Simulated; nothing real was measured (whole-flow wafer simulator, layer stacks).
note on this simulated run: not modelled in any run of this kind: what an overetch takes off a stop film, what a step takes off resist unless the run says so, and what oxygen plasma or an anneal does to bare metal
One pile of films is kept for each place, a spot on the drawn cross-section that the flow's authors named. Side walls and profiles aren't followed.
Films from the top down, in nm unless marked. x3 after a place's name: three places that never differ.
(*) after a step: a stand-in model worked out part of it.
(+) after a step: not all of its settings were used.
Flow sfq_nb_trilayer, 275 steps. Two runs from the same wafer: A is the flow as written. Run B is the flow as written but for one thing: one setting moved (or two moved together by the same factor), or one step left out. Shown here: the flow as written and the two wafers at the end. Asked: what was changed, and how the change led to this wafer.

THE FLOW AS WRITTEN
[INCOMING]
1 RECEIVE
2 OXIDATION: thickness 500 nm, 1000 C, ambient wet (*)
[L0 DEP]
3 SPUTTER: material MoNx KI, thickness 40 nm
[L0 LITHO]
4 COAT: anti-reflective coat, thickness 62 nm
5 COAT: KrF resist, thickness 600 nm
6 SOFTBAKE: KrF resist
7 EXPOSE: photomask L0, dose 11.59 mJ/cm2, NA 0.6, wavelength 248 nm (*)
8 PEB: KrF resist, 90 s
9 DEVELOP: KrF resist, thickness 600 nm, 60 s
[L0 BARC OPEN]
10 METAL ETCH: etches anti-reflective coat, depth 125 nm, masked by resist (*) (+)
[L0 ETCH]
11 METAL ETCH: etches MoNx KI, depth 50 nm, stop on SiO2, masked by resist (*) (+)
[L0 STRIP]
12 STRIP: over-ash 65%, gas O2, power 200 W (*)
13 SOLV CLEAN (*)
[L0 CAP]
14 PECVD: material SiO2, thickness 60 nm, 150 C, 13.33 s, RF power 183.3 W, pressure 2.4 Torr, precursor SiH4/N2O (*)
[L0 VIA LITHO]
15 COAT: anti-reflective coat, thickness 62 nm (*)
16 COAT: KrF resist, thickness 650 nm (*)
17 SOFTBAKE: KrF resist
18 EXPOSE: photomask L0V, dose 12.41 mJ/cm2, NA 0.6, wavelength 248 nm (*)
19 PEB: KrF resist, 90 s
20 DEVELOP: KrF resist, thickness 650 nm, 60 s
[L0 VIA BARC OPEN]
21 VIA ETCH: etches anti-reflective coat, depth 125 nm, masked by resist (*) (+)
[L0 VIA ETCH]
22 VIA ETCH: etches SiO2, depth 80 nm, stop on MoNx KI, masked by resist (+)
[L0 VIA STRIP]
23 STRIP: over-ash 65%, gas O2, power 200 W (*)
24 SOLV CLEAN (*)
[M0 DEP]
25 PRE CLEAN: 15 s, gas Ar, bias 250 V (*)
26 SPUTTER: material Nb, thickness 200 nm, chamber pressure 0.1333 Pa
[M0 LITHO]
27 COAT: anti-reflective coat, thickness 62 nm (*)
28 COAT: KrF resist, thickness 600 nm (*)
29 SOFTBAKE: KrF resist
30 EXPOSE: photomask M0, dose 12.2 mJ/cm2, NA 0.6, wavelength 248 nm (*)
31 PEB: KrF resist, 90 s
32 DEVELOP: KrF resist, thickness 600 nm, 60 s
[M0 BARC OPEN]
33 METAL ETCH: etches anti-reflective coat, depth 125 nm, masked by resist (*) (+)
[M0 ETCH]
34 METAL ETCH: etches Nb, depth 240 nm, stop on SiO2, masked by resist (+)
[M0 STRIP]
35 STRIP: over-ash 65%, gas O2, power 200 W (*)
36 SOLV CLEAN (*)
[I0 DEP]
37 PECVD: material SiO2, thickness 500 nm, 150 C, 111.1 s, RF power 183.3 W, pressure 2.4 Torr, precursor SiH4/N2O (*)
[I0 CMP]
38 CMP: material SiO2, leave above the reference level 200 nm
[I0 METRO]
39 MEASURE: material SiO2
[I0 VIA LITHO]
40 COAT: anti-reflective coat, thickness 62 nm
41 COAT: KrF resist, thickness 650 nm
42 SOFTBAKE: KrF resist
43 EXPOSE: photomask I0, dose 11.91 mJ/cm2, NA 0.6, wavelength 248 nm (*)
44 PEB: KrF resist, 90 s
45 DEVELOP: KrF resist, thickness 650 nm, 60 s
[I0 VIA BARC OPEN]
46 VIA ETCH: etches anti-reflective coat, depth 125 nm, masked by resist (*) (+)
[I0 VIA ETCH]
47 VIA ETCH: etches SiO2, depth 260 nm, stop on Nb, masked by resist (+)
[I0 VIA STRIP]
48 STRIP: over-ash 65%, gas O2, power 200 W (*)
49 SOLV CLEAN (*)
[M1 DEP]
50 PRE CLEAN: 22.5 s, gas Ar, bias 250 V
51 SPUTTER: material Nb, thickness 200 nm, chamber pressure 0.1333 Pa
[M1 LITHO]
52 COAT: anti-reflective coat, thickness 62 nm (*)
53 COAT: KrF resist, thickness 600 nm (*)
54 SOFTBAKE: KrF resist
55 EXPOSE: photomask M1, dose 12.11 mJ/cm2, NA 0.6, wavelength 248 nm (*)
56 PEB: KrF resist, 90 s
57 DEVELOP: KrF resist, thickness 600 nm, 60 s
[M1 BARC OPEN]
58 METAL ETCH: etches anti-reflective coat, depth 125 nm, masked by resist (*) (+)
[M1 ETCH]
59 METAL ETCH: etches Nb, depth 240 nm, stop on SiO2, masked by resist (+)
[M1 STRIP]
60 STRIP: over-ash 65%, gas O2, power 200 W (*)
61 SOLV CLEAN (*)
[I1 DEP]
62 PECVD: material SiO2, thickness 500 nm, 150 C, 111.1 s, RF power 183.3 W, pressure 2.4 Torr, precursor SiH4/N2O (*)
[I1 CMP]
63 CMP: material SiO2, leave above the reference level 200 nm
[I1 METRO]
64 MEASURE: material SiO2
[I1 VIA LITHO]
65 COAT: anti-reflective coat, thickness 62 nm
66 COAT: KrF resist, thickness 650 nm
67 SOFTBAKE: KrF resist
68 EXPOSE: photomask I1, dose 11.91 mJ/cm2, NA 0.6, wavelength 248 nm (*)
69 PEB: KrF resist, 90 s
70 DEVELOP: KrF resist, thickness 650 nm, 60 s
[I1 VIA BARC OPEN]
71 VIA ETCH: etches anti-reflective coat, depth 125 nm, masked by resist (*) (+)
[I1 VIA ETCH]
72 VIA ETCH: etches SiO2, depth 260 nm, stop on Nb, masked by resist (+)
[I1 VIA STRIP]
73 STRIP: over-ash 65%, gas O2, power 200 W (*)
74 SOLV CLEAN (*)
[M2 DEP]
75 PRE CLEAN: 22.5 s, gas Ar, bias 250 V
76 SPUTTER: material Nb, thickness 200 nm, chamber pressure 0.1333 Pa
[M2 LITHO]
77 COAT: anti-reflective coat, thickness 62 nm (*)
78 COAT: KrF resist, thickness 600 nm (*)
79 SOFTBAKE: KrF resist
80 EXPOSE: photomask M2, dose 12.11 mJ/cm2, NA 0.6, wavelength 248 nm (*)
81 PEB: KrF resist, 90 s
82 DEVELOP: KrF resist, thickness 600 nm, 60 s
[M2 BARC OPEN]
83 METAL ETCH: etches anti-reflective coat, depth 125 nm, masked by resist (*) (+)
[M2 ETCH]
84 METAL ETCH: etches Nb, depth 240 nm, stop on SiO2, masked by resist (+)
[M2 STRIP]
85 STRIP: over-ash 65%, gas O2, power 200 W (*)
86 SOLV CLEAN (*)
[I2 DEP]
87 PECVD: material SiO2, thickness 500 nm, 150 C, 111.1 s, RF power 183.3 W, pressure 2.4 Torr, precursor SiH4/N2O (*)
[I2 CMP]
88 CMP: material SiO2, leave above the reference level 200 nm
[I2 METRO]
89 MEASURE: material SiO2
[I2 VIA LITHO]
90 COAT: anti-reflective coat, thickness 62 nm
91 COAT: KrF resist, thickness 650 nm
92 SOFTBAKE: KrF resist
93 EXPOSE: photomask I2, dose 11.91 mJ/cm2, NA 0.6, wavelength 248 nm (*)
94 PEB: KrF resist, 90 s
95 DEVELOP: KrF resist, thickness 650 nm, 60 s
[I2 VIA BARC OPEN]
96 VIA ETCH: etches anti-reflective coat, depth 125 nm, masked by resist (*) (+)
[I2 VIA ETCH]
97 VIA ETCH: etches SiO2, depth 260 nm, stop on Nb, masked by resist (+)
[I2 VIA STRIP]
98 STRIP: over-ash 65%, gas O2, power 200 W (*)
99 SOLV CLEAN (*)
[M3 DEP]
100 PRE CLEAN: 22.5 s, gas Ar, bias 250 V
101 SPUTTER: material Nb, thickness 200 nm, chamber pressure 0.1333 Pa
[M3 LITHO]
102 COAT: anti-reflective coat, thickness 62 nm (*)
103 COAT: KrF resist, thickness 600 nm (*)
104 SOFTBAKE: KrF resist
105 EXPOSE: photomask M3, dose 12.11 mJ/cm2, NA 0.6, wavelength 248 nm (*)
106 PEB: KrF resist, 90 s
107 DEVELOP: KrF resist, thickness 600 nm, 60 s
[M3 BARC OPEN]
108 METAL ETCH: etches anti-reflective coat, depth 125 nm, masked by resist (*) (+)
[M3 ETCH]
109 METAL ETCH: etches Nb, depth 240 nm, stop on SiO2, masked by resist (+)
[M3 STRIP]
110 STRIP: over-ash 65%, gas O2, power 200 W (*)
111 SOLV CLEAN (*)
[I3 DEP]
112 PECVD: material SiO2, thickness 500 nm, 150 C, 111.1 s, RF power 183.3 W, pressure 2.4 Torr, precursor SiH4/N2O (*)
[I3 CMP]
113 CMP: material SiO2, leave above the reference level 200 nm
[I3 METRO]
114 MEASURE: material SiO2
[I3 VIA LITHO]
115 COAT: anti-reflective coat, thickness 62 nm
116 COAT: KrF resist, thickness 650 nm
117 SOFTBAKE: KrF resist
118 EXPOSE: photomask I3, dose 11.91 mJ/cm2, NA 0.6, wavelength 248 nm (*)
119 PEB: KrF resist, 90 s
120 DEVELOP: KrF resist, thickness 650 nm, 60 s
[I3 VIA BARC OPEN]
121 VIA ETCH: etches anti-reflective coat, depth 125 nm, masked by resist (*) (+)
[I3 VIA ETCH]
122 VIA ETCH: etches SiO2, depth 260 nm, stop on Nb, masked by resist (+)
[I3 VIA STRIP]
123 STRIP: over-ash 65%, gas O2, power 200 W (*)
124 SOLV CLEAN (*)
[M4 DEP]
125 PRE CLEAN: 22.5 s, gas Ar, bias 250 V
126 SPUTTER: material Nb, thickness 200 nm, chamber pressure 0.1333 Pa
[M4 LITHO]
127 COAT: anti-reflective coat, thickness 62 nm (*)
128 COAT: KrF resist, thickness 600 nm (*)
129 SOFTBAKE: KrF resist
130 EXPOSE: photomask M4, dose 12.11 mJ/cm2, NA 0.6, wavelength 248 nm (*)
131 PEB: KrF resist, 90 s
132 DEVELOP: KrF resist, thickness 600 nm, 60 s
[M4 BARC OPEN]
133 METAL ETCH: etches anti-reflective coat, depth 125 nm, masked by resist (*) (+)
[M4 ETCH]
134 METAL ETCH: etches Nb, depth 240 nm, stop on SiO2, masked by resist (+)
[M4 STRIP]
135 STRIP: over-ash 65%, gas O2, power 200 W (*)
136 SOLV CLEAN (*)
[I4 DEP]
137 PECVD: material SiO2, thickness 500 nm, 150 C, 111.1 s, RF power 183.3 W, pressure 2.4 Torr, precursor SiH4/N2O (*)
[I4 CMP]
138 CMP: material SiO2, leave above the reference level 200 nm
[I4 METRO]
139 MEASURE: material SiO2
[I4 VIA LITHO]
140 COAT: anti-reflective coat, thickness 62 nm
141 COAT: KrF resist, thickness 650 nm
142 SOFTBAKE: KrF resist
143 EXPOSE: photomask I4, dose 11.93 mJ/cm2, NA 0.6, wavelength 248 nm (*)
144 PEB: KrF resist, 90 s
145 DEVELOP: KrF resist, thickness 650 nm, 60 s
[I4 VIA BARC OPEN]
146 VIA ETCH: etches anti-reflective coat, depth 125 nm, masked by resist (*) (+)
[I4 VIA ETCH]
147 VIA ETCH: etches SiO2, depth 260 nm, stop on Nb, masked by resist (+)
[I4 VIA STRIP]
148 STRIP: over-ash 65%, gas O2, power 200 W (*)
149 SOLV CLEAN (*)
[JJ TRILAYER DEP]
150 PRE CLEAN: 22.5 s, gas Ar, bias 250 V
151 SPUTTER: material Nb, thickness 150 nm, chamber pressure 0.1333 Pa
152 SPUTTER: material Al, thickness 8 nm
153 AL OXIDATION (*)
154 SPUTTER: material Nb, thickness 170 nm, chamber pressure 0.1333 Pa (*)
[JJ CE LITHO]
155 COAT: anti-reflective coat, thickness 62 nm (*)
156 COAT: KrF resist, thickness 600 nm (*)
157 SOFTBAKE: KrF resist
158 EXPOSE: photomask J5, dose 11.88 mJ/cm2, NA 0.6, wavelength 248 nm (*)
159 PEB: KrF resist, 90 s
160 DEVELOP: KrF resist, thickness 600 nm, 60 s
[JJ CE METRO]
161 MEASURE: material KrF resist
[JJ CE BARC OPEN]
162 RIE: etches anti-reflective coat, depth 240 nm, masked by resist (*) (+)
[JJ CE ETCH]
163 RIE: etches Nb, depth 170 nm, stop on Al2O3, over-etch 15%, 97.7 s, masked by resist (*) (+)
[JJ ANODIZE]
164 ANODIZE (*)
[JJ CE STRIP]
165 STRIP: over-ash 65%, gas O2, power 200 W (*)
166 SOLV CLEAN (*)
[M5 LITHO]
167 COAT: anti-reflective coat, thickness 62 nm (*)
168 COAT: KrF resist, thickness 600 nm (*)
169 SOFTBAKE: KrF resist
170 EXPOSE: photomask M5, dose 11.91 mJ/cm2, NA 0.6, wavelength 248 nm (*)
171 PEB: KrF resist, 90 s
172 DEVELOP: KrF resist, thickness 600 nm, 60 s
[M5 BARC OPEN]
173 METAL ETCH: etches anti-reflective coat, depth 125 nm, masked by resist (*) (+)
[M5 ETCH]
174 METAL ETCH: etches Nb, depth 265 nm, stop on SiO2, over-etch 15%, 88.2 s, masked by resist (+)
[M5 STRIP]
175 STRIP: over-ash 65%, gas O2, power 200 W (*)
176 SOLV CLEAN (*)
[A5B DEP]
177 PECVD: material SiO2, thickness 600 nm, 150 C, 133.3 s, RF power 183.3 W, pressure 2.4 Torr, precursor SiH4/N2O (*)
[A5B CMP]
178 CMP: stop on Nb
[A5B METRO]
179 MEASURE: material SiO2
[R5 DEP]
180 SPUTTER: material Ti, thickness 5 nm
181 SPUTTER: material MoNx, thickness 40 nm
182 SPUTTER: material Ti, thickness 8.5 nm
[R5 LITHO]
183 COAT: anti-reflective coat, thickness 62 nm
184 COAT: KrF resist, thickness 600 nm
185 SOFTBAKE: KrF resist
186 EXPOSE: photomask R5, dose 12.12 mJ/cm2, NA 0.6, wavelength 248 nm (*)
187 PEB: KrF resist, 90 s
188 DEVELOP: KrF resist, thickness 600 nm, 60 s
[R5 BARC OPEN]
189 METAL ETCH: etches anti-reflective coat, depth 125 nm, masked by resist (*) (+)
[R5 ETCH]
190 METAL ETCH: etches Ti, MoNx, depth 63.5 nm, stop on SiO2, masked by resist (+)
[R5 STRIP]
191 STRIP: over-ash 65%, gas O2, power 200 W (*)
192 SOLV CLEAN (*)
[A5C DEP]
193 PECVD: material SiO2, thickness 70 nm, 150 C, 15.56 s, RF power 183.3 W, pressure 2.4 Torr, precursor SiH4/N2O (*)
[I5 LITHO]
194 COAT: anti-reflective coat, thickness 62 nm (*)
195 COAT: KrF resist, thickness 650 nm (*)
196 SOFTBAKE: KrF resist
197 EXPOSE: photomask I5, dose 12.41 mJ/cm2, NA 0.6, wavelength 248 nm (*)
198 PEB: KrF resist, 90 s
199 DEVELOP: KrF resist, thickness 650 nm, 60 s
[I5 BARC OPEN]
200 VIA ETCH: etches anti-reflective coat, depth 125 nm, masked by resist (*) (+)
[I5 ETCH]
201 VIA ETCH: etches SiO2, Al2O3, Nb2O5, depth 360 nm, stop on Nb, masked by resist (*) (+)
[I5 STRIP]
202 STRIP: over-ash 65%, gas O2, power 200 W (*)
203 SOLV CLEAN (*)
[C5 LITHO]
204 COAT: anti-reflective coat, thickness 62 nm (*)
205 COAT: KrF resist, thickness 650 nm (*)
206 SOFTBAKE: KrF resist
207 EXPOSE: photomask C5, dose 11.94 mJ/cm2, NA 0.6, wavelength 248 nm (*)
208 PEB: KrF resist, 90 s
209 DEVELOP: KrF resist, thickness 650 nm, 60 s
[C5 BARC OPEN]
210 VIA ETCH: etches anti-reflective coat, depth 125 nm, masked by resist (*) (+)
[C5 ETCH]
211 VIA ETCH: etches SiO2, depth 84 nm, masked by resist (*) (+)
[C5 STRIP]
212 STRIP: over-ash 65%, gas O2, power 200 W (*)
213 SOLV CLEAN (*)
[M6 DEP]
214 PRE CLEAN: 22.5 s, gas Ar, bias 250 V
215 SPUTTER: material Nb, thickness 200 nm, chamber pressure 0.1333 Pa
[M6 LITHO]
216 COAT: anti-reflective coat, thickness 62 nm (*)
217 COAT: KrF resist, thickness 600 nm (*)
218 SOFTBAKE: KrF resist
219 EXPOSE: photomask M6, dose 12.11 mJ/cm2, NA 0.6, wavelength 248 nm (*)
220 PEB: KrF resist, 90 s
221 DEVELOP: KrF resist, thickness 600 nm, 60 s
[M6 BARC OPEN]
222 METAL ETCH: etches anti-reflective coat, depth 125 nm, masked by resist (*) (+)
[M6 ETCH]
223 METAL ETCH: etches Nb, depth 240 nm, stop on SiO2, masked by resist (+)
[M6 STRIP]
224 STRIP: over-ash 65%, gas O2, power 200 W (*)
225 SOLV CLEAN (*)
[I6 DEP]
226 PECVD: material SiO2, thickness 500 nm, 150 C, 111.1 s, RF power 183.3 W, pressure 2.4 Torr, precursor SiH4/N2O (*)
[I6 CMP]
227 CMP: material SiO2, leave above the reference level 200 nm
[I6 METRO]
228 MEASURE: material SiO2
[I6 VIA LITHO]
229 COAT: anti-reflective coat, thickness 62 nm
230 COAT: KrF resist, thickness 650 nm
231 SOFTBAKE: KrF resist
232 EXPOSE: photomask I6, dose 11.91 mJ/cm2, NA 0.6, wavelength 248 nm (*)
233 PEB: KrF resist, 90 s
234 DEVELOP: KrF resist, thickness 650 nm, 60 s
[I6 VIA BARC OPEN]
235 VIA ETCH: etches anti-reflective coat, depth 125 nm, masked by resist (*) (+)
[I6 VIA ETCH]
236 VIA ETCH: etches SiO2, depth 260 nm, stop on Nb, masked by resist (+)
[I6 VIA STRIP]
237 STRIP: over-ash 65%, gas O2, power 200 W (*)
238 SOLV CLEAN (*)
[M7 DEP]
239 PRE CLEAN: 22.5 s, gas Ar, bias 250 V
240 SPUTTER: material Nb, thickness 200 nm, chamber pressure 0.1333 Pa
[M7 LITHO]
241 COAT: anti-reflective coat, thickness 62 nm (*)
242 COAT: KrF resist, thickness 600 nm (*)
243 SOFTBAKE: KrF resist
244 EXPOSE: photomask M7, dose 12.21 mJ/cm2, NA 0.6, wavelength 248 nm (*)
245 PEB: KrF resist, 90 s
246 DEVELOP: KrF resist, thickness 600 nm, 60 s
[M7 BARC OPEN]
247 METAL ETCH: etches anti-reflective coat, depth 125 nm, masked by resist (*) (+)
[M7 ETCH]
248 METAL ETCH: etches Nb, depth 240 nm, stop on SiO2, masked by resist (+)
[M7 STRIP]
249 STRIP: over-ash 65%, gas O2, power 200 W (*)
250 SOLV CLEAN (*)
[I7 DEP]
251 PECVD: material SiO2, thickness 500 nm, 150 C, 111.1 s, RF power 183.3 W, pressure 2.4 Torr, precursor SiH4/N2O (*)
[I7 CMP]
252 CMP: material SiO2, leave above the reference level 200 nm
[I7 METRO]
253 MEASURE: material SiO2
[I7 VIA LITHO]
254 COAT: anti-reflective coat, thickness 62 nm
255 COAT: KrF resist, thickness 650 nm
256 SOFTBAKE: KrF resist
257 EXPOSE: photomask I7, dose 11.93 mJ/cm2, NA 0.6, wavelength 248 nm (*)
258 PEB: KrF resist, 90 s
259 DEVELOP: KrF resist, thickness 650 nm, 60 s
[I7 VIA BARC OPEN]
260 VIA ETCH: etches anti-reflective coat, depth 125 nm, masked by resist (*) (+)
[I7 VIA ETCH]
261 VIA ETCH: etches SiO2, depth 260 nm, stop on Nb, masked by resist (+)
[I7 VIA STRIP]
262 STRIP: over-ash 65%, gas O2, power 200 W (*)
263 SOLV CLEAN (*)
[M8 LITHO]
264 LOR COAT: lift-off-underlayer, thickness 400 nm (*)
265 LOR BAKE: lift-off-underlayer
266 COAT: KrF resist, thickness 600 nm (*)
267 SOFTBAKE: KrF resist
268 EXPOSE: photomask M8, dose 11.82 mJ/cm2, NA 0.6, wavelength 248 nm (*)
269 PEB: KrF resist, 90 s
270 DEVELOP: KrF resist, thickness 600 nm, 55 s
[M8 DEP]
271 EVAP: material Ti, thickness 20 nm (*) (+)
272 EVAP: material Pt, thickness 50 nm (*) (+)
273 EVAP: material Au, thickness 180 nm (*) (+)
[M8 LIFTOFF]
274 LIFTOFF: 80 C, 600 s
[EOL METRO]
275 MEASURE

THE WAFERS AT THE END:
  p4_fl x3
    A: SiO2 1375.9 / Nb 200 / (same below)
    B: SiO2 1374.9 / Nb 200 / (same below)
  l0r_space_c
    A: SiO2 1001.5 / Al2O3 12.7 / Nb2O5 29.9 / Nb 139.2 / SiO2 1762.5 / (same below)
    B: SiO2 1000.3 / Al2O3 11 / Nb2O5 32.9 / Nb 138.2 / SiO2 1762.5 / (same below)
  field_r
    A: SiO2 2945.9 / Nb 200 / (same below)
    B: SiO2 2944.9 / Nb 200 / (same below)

The cause: step 152, SPUTTER: thickness 7 nm was run, where the flow has thickness 8 nm.

How the change led to this, step by step:
  152 SPUTTER: material Al, thickness 8 nm
      field_l, v_sur, via_sp and 100 more: A Al +8 (new film) | B Al +7 (new film)
      via_wl, via_wr: A Al +5.14 (new film) | B Al +4.5 (new film)
      (and at 1 more place)
  164 ANODIZE (*)
      field_l, v_sur, via_sp and 96 more: A Al2O3 +12.2, Nb2O5 +29.9 (new film), Al -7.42 (all of it), Nb -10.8 | B Al2O3 +10.6, Nb2O5 +32.9 (new film), Al -6.42 (all of it), Nb -11.8
      via_wl, via_wr: A Al2O3 +7.52 (new film), Nb2O5 +39.2 (new film), Al -4.56 (all of it), Nb -14.1 | B Al2O3 +6.46 (new film), Nb2O5 +41.1 (new film), Al -3.92 (all of it), Nb -14.8
      (and at 1 more place)
  167 COAT: anti-reflective coat, thickness 62 nm (*)
      ce_l: A anti-reflective coat +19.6 (new film) | B anti-reflective coat +18.7 (new film)
      ce_r: A anti-reflective coat +19.7 (new film) | B anti-reflective coat +18.8 (new film)
  174 METAL ETCH: etches Nb, depth 265 nm, stop on SiO2, over-etch 15%, 88.2 s, masked by resist (+)
      field_l, r_sur, res and 50 more: A Al2O3 -12.6 (all of it), Nb2O5 -29.9 (all of it), Nb -139.2 (all of it), SiO2 -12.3 | B Al2O3 -11 (all of it), Nb2O5 -32.9 (all of it), Nb -138.2 (all of it), SiO2 -12.3
  175 STRIP: over-ash 65%, gas O2, power 200 W (*)
      ce_l: A KrF resist -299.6 (all of it), anti-reflective coat -19.6 (all of it) | B KrF resist -301.3 (all of it), anti-reflective coat -18.7 (all of it)
      ce_r: A KrF resist -299.9 (all of it), anti-reflective coat -19.7 (all of it) | B KrF resist -301.6 (all of it), anti-reflective coat -18.8 (all of it)
  201 VIA ETCH: etches SiO2, Al2O3, Nb2O5, depth 360 nm, stop on Nb, masked by resist (*) (+)
      be: A SiO2 -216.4 (all of it), Al2O3 -12.7 (all of it), Nb2O5 -29.9 (all of it) | B SiO2 -215.1 (all of it), Al2O3 -11 (all of it), Nb2O5 -32.9 (all of it)
